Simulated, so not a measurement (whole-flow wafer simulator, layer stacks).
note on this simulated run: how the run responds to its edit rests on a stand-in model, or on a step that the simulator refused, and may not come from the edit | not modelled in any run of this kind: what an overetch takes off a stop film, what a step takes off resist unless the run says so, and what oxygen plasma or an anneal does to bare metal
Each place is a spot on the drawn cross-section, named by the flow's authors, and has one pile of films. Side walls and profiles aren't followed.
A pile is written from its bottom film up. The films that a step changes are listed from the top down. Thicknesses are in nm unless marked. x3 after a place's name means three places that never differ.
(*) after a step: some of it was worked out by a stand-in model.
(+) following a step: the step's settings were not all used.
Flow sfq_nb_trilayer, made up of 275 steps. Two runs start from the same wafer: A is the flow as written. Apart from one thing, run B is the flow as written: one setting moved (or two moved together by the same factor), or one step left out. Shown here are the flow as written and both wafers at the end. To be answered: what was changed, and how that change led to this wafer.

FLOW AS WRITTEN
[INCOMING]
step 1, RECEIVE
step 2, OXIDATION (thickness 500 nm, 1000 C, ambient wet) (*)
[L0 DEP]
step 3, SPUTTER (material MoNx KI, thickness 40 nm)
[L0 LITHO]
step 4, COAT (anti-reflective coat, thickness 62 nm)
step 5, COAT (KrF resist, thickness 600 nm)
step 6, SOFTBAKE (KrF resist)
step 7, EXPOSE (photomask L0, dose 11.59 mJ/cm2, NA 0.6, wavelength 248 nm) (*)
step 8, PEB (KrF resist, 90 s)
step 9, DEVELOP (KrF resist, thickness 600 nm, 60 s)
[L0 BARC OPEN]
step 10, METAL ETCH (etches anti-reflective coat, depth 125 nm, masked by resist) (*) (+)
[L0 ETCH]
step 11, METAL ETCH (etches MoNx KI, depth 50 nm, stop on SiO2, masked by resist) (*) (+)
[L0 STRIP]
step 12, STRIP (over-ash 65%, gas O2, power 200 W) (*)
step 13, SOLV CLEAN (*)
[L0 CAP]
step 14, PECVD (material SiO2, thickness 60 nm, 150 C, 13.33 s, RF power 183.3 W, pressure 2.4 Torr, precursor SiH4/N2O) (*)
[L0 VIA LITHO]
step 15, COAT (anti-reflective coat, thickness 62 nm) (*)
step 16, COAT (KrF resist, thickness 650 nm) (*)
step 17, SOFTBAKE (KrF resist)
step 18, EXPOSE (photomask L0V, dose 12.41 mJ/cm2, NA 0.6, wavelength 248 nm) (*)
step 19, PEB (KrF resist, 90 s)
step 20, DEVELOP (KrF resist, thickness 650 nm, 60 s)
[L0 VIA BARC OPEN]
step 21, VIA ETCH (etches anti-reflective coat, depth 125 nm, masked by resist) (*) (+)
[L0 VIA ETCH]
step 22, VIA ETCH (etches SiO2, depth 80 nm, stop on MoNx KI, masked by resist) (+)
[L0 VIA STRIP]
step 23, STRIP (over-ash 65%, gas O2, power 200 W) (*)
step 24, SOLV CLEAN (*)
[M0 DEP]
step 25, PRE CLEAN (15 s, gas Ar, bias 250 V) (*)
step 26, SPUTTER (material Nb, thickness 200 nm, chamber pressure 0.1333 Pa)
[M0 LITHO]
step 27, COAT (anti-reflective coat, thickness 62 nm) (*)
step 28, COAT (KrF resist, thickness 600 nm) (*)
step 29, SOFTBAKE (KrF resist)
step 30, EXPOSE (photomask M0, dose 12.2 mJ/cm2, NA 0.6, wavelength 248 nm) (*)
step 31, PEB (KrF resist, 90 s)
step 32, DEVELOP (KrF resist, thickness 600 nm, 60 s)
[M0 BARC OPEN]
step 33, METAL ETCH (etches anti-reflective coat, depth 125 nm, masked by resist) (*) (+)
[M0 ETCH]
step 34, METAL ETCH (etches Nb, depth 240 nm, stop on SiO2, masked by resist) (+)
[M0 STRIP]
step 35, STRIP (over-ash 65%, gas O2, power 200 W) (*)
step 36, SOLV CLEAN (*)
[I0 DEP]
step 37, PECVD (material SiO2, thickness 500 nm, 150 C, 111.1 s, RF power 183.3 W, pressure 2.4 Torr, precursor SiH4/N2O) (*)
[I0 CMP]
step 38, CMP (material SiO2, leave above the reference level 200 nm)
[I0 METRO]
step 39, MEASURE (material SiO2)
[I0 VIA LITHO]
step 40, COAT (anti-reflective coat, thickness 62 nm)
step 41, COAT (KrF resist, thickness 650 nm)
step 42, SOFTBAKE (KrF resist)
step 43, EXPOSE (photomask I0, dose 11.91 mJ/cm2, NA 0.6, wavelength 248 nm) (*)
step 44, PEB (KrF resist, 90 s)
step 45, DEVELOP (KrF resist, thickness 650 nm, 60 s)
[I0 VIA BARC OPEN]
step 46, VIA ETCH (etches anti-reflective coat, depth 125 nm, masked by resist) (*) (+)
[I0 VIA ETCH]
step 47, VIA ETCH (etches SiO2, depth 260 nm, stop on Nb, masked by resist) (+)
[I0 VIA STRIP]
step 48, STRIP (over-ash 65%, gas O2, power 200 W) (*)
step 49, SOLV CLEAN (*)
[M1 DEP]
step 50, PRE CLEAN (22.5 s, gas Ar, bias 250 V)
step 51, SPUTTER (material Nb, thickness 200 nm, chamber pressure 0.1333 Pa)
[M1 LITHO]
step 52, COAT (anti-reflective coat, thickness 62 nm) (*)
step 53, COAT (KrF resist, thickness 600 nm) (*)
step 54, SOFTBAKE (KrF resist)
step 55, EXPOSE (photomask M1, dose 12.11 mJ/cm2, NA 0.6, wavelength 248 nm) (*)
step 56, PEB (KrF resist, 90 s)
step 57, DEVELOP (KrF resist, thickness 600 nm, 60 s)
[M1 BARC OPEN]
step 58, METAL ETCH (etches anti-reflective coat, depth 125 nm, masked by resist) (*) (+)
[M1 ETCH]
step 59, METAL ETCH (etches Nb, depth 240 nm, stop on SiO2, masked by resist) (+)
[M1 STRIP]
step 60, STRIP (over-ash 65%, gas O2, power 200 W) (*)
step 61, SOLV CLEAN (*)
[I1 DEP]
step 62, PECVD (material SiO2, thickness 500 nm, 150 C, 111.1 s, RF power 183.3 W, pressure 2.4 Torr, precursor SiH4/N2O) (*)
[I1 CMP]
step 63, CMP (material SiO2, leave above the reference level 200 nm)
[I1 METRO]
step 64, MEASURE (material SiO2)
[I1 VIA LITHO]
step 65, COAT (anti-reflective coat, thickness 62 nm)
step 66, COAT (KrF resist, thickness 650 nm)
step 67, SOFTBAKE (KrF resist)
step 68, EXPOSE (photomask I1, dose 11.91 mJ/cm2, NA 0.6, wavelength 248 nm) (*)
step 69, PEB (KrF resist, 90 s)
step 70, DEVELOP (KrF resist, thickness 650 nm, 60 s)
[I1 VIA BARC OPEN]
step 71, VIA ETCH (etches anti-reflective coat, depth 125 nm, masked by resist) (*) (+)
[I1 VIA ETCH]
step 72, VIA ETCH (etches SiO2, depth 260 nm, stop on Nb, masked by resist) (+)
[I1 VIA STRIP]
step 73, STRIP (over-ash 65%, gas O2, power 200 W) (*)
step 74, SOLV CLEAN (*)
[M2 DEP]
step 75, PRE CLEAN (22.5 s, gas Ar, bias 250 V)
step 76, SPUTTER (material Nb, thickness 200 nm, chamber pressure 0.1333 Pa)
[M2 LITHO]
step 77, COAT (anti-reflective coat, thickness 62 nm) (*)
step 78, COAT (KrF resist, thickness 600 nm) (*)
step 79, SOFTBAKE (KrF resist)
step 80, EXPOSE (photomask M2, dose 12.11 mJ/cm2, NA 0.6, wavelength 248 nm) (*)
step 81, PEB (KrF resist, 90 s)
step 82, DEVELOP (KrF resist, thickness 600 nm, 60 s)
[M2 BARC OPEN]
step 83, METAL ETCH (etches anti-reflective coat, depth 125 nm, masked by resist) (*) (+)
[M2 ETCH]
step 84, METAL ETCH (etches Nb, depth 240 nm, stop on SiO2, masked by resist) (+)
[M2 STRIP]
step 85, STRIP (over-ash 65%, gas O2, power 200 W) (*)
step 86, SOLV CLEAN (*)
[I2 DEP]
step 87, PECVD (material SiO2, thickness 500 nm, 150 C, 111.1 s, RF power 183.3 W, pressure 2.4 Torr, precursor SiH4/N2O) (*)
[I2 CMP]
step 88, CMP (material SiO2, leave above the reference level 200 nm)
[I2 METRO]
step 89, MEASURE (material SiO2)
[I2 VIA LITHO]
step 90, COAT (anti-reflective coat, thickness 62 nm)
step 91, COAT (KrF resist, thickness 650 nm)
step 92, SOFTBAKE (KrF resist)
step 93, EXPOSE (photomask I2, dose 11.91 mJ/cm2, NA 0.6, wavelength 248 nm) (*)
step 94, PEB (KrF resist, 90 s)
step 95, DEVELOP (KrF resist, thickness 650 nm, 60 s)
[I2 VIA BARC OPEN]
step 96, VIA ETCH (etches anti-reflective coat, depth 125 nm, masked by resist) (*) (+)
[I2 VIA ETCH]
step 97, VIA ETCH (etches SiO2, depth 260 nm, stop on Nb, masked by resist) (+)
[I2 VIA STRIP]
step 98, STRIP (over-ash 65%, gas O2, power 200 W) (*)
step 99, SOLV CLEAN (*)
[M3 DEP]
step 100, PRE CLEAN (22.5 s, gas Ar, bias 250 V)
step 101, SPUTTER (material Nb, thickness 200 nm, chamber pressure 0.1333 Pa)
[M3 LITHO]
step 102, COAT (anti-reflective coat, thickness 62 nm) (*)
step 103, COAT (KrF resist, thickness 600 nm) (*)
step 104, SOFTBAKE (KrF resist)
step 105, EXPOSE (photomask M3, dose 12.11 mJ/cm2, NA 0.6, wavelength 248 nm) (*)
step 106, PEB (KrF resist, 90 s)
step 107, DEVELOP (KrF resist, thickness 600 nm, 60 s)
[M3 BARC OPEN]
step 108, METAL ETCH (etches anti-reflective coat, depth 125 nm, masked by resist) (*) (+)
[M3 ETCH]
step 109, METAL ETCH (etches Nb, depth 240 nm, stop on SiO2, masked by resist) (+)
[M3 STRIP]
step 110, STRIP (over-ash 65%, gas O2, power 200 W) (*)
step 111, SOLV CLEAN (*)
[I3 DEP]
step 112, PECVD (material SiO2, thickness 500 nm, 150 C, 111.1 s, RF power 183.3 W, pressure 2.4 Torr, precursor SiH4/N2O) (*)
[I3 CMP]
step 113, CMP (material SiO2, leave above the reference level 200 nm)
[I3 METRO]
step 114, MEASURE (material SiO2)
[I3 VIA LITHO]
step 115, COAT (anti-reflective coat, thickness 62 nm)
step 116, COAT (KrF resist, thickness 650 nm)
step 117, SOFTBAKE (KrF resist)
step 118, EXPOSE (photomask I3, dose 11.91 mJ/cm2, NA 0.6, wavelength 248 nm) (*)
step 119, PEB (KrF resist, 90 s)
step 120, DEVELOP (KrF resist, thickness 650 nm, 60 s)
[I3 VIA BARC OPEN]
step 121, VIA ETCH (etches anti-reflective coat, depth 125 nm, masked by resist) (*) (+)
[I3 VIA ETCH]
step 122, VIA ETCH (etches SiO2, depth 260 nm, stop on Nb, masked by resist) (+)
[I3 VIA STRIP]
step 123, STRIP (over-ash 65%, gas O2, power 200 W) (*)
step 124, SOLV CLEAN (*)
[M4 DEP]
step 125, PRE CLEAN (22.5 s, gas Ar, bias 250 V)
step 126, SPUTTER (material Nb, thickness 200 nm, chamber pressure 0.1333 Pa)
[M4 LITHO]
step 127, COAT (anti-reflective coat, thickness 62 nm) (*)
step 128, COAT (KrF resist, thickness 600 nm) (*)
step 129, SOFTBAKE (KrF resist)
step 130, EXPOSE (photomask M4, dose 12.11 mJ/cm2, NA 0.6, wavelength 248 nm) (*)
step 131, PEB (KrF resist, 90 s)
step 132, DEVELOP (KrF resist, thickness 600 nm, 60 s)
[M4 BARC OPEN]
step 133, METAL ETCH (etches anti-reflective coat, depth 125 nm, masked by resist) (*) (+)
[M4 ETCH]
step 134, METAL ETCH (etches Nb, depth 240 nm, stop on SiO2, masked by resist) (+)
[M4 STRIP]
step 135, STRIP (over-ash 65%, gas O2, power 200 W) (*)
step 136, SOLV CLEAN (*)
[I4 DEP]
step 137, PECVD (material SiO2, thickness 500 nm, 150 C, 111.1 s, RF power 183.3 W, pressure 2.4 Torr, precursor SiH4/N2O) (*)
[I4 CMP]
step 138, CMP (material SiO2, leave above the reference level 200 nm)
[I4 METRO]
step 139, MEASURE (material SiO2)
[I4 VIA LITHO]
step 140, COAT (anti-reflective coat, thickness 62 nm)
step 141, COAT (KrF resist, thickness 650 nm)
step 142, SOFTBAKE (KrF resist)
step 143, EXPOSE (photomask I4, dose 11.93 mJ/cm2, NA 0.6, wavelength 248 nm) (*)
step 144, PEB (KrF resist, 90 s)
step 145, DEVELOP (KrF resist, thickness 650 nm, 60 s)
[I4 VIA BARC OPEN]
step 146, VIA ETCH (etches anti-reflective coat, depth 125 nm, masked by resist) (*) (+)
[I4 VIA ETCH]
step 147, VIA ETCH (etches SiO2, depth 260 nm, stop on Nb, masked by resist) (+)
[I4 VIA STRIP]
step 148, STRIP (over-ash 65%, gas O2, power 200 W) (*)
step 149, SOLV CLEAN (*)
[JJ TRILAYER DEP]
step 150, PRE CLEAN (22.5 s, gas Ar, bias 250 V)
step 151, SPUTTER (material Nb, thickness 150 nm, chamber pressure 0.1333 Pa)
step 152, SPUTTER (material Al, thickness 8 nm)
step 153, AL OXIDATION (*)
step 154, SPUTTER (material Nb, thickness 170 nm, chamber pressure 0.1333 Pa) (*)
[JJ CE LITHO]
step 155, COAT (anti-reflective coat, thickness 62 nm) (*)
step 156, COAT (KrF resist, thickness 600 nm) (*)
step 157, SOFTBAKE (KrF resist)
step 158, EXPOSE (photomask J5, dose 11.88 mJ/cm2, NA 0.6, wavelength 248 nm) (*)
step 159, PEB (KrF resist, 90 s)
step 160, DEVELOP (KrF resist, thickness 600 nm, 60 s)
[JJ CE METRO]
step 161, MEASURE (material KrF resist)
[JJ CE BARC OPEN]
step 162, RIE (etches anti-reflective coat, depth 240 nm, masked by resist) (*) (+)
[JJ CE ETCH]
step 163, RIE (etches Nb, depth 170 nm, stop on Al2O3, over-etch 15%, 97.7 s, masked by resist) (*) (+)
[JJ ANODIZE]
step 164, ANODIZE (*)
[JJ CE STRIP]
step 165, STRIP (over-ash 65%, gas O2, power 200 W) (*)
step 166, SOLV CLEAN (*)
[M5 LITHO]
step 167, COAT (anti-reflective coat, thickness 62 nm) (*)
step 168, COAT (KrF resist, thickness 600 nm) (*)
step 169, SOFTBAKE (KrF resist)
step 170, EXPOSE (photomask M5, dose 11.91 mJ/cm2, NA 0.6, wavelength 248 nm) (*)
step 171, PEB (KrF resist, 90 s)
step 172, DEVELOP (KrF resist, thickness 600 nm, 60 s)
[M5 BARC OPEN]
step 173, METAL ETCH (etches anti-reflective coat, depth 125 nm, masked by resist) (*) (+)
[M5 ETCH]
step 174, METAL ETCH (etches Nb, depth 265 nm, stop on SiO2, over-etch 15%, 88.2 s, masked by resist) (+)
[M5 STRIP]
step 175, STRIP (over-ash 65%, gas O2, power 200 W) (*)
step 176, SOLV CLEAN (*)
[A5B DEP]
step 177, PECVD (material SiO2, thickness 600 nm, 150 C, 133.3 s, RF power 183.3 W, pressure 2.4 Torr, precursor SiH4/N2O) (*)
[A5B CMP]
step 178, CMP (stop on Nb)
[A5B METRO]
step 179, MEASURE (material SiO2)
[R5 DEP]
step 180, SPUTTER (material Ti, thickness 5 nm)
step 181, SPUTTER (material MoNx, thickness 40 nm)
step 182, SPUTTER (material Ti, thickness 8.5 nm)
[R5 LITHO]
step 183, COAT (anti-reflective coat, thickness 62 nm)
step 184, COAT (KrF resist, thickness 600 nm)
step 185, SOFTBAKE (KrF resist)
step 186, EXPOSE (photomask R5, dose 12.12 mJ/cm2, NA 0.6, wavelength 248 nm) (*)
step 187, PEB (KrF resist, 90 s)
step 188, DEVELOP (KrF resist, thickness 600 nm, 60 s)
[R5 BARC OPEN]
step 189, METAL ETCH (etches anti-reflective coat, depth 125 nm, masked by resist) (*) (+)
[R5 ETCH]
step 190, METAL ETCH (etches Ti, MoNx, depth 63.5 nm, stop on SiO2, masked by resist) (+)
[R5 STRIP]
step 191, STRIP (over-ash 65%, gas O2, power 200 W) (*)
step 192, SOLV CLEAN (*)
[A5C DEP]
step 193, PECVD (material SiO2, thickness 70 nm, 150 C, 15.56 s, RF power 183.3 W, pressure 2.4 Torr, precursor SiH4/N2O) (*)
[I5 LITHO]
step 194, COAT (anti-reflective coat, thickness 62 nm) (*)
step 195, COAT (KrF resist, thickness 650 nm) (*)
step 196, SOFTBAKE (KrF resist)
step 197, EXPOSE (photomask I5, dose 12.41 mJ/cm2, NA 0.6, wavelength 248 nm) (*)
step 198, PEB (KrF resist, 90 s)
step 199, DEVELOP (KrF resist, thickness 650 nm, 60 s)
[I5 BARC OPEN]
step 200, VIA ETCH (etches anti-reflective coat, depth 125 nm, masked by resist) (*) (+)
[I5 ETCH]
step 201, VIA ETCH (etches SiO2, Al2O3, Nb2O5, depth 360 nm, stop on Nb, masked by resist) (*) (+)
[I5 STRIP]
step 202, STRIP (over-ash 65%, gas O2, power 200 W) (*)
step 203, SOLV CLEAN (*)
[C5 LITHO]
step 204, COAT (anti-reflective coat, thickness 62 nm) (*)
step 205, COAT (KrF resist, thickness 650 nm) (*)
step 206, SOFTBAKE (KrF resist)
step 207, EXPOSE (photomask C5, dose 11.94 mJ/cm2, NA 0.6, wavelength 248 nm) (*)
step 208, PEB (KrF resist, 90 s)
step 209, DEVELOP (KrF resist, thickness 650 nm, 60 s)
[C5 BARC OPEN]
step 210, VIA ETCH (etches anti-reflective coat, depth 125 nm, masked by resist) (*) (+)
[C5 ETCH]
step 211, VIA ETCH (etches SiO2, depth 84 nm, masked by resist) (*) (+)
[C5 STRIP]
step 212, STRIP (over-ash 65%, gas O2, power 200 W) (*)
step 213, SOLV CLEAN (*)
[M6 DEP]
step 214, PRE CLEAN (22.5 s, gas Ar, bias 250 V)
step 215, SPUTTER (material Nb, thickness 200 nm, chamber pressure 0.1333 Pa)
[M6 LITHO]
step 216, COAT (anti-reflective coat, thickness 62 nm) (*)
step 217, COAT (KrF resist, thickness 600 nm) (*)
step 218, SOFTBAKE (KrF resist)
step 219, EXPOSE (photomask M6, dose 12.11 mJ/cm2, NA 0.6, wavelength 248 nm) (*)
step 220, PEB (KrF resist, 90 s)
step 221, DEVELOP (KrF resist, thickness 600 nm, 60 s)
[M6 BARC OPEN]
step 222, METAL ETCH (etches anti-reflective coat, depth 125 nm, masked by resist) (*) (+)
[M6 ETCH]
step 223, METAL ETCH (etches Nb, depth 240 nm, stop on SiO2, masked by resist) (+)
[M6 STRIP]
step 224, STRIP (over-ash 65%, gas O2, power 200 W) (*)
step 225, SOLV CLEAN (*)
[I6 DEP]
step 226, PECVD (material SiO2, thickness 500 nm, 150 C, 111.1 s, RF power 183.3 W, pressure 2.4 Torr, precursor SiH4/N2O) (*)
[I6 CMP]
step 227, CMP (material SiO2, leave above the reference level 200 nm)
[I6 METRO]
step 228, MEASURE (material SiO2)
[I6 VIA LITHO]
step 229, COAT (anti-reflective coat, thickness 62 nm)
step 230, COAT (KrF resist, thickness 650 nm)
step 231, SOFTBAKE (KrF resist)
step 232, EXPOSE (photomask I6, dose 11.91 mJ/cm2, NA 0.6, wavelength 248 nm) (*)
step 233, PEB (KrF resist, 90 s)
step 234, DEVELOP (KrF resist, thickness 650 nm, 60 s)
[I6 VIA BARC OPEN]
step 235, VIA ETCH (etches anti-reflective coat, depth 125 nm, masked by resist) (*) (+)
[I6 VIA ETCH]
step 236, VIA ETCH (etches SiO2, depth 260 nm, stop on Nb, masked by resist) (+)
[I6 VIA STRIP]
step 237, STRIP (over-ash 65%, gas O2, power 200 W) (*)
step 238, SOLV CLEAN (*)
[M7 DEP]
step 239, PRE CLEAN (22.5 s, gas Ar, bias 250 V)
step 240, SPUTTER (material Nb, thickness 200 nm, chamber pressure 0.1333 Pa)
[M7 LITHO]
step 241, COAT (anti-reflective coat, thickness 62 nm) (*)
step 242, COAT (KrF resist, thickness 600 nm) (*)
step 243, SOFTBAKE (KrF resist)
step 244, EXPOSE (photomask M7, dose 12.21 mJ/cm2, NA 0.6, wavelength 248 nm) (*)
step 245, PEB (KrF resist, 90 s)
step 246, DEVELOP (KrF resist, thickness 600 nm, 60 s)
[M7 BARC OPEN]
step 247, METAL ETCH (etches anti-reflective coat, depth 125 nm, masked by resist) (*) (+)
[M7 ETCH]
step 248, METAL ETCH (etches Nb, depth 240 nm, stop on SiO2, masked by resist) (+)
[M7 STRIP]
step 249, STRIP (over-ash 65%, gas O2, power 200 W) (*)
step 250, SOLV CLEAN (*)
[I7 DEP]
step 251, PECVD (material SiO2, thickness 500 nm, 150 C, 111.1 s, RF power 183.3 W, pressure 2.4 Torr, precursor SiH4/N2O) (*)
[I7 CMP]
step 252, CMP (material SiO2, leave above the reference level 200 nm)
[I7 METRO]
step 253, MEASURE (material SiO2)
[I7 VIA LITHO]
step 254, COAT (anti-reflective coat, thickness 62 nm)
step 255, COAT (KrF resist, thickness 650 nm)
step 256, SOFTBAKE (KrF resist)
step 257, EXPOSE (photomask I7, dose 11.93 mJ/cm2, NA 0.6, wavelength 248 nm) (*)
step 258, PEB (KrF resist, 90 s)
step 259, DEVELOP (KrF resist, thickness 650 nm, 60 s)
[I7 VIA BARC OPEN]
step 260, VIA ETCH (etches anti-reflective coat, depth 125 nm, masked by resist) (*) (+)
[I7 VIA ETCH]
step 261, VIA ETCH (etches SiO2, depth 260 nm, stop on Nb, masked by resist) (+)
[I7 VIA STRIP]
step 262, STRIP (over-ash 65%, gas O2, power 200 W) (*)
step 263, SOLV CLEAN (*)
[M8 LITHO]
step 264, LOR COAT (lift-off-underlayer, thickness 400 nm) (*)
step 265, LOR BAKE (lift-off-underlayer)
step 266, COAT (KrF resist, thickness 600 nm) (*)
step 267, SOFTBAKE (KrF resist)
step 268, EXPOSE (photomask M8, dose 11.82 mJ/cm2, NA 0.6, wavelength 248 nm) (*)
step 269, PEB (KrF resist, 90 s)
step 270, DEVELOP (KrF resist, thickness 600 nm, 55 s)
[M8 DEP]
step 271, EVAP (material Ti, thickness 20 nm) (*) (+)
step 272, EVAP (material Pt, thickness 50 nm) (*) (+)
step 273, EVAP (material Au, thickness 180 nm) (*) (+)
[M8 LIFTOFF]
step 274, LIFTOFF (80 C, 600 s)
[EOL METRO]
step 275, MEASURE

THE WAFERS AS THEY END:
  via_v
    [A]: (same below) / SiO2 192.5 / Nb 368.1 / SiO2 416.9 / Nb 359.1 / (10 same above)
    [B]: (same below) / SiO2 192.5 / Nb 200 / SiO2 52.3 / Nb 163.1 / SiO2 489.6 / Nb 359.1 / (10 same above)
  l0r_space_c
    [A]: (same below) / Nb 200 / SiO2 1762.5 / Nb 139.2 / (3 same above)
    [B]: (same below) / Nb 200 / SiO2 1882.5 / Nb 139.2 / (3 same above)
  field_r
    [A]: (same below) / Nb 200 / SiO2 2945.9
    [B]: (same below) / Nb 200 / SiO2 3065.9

Cause: step 63, CMP: leave above the reference level 320 nm was run, while the flow as written has leave above the reference level 200 nm.

The path from the change to this, step by step:
  step 63, CMP (material SiO2, leave above the reference level 200 nm)
      field_l, be, be_sur and 72 more: A -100 SiO2 | B nothing
      lsp_m, ln_m6, lsp_r, l0_sur, l0v: A -94.9 SiO2 | B nothing
      (as well as at 26 more places)
  step 65, COAT (anti-reflective coat, thickness 62 nm)
      m0r_space_l, m0r_space_r, m6r_space_l x2, m7r_space_l x2: A +62 anti-reflective coat (new film) | B +65 anti-reflective coat (new film)
      via_wl, via_w, via_v: A +62 anti-reflective coat (new film) | B +60.4 anti-reflective coat (new film)
      (as well as at 29 more places)
  step 71, VIA ETCH (etches anti-reflective coat, depth 125 nm, masked by resist) (*) (+)
      field_l, v_sur, via_wl and 102 more: A -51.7 KrF resist | B -50.4 KrF resist
      via_v: A -62 anti-reflective coat (all of it), -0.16 SiO2 | B -60.4 anti-reflective coat (all of it), -0.15 SiO2
  step 72, VIA ETCH (etches SiO2, depth 260 nm, stop on Nb, masked by resist) (+)
      via_v: A -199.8 SiO2 (all of it) | B -260 SiO2
  step 73, STRIP (over-ash 65%, gas O2, power 200 W) (*)
      m0r_space_l, m0r_space_r, m6r_space_l x2, m7r_space_l x2: A -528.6 KrF resist (all of it), -62 anti-reflective coat (all of it) | B -531.8 KrF resist (all of it), -65 anti-reflective coat (all of it)
      m5r_space_l, m5r_space_r: A -528.6 KrF resist (all of it), -62 anti-reflective coat (all of it) | B -531.8 KrF resist (all of it), -63.8 anti-reflective coat (all of it)
      (as well as at 29 more places)
  step 75, PRE CLEAN (22.5 s, gas Ar, bias 250 V)
      via_v: A -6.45 Nb | B -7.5 SiO2
  step 76, SPUTTER (material Nb, thickness 200 nm, chamber pressure 0.1333 Pa)
      via_v: A +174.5 Nb | B +163.1 Nb (new film)
  step 77, COAT (anti-reflective coat, thickness 62 nm) (*)
      m0r_space_l, m0r_space_r, m6r_space_l x2, m7r_space_l x2: A +62 anti-reflective coat (new film) | B +64.6 anti-reflective coat (new film)
      wl_f_sr, wl_g_sl, wl_g_m5, m5r_space_l, m5r_space_r: A +62 anti-reflective coat (new film) | B +63.3 anti-reflective coat (new film)
      (as well as at 26 more places)
  step 78, COAT (KrF resist, thickness 600 nm) (*)
      via_v: A +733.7 KrF resist (new film) | B +777.9 KrF resist (new film)
      wire: A +592.5 KrF resist (new film) | B +579.5 KrF resist (new film)
  step 83, METAL ETCH (etches anti-reflective coat, depth 125 nm, masked by resist) (*) (+)
      m0r_space_l, m0r_space_r, m6r_space_l x2, m7r_space_l x2: A -62 anti-reflective coat (all of it) | B -64.6 anti-reflective coat (all of it)
      wl_f_sr, wl_g_sl, wl_g_m5, m5r_space_l, m5r_space_r: A -62 anti-reflective coat (all of it) | B -63.3 anti-reflective coat (all of it)
      (as well as at 18 more places)
  step 85, STRIP (over-ash 65%, gas O2, power 200 W) (*)
      v_sur: A -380 KrF resist (all of it), -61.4 anti-reflective coat (all of it) | B -372.7 KrF resist (all of it), -56.5 anti-reflective coat (all of it)
      via_wl: A -379.5 KrF resist (all of it), -61.3 anti-reflective coat (all of it) | B -370.2 KrF resist (all of it), -59.5 anti-reflective coat (all of it)
      (as well as at 6 more places)
  step 87, PECVD (material SiO2, thickness 500 nm, 150 C, 111.1 s, RF power 183.3 W, pressure 2.4 Torr, precursor SiH4/N2O) (*)
      via_v: A +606 SiO2 (new film) | B +678.7 SiO2 (new film)
  step 88, CMP (material SiO2, leave above the reference level 200 nm)
      field_l, be, be_sur and 72 more: A -100 SiO2 | B -80 SiO2
      lsp_m, ln_m6, lsp_r, l0_sur, l0v: A -100 SiO2 | B -74.9 SiO2
If metal films that touch count as one body, via_v has 7 bodies (between them, from the top down: SiO2 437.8; SiO2 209 / Al2O3 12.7 / Nb2O5 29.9; SiO2 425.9; SiO2 489.6; SiO2 52.3; SiO2 192.5); the flow as written gives 6 bodies (between them, from the top down: SiO2 437.8; SiO2 209 / Al2O3 12.7 / Nb2O5 29.9; SiO2 425.9; SiO2 416.9; SiO2 192.5).
